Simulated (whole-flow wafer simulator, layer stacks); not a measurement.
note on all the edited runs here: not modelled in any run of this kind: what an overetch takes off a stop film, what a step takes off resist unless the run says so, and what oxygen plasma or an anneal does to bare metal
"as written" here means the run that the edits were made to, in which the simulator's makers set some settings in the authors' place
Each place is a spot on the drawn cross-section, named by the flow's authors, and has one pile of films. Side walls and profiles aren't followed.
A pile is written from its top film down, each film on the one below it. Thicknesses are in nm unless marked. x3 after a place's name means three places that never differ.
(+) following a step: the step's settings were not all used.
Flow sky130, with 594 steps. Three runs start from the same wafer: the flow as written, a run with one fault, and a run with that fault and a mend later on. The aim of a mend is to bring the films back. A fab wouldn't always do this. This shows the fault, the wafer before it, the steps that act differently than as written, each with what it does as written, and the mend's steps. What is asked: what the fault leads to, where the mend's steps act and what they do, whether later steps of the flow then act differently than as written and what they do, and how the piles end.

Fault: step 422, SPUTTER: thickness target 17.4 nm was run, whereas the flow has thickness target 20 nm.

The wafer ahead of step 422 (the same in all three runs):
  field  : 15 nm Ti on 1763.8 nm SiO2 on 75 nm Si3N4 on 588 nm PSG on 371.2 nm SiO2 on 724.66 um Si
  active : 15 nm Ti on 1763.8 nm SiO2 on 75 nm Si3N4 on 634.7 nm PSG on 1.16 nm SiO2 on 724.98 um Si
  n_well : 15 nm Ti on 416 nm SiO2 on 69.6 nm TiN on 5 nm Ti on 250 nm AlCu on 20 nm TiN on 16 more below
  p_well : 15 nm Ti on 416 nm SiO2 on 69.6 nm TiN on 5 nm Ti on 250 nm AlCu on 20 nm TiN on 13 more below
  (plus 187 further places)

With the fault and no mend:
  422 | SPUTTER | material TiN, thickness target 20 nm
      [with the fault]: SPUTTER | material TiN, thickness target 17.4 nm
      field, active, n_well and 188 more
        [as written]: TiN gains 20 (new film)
        [with the fault]: TiN gains 17.4 (new film)
  Steps later in the flow that act otherwise than as written (17 more steps, not shown, differ only slightly: by at most 2% or 0.5 nm, whichever is larger):
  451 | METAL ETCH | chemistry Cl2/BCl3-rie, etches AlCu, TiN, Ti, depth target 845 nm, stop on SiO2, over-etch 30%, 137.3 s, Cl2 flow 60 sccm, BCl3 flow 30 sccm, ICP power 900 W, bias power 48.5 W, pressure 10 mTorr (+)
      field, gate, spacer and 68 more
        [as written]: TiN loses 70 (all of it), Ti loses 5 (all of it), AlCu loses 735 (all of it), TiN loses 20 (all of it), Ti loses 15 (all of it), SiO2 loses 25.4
        [with the fault]: TiN loses 70 (all of it), Ti loses 5 (all of it), AlCu loses 735 (all of it), TiN loses 17.4 (all of it), Ti loses 15 (all of it), SiO2 loses 25.6
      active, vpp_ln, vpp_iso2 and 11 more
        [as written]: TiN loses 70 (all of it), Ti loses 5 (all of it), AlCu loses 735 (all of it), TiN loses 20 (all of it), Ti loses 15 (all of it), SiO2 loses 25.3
        [with the fault]: TiN loses 70 (all of it), Ti loses 5 (all of it), AlCu loses 735 (all of it), TiN loses 17.4 (all of it), Ti loses 15 (all of it), SiO2 loses 25.6
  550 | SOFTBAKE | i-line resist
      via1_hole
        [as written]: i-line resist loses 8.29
        [with the fault]: i-line resist loses 7.42
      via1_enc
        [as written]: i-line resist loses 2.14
        [with the fault]: i-line resist loses 1.33
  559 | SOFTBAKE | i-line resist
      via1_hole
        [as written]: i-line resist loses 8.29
        [with the fault]: i-line resist loses 7.42
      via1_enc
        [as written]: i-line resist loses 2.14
        [with the fault]: i-line resist loses 1.33
  The piles end different from the flow's at n_well, p_well, gate_hv and 104 more by more than 2% or 0.5 nm, whichever is larger.
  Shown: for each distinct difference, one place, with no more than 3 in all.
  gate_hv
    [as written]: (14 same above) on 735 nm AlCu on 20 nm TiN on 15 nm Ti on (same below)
    [with the fault]: (14 same above) on 735 nm AlCu on 17.4 nm TiN on 15 nm Ti on (same below)
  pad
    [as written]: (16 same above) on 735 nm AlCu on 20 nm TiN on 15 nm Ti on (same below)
    [with the fault]: (16 same above) on 735 nm AlCu on 17.4 nm TiN on 15 nm Ti on (same below)
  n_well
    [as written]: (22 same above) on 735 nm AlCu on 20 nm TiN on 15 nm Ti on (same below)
    [with the fault]: (22 same above) on 735 nm AlCu on 17.4 nm TiN on 15 nm Ti on (same below)

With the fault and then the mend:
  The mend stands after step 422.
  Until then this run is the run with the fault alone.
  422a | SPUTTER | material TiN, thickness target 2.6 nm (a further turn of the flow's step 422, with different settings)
      field, active, n_well and 188 more
        TiN gains 2.6
  Later steps of the flow that are run all act as written at every place that is followed.
  The piles end the same as the flow's at every place that both follow.
